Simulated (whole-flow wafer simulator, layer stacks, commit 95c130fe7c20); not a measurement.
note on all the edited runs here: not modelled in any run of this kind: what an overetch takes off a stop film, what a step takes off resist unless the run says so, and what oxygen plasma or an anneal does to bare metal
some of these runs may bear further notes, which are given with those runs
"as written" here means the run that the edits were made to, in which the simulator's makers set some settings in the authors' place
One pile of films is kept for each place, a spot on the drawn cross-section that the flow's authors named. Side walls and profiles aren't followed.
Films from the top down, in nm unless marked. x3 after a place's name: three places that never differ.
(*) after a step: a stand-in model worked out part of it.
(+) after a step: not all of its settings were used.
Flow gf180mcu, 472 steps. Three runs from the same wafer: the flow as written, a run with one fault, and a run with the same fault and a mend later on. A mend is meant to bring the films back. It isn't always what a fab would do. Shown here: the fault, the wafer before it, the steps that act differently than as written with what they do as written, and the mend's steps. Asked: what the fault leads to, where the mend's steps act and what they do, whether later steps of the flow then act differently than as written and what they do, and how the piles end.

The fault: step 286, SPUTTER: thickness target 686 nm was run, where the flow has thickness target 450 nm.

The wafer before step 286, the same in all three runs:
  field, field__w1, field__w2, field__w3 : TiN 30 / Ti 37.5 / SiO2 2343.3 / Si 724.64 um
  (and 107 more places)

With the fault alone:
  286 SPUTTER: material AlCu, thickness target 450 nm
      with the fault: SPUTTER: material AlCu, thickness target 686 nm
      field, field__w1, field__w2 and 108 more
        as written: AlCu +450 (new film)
        with the fault: AlCu +686 (new film)
  Later steps of the flow that act differently than as written:
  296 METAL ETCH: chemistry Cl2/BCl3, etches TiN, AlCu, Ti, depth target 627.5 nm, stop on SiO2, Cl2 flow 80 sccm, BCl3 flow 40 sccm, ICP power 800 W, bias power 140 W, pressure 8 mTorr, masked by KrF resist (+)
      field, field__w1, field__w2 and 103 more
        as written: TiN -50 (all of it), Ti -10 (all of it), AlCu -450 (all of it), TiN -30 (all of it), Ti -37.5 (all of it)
        with the fault: TiN -50 (all of it), Ti -10 (all of it), AlCu -567.5
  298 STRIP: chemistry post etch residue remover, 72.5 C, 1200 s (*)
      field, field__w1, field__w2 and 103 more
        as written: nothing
        with the fault: AlCu -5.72
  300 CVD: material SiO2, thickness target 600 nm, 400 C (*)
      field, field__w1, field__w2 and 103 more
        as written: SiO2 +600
        with the fault: SiO2 +600 (new film)
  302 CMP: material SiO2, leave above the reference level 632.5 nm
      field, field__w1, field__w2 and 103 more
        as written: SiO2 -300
        with the fault: SiO2 -244.3
  At the end the piles differ from the flow's by more than 2% or 0.5 nm, whichever is larger, at field, field__w1, field__w2 and 109 more.
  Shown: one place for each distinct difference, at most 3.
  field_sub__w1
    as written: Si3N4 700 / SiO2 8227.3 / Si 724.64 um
    with the fault: Si3N4 700 / SiO2 5939.7 / AlCu 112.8 / TiN 30 / Ti 37.5 / SiO2 2343.2 / Si 724.64 um
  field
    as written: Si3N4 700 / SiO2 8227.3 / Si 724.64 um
    with the fault: Si3N4 700 / SiO2 5939.7 / AlCu 112.8 / TiN 30 / Ti 37.5 / SiO2 2343.3 / Si 724.64 um
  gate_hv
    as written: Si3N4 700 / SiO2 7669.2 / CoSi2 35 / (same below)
    with the fault: Si3N4 700 / SiO2 5939.7 / AlCu 112.8 / TiN 30 / Ti 37.5 / SiO2 1785.1 / CoSi2 35 / (same below)

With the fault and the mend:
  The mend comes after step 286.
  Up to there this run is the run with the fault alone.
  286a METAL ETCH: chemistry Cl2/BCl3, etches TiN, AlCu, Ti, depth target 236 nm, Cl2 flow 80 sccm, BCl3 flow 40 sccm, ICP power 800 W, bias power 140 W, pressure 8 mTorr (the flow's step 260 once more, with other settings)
      field, field__w1, field__w2 and 108 more
        AlCu -236
  No later step of the flow acts differently than as written at any place that is followed.
  At the end the piles are the same as the flow's at every place that both follow.
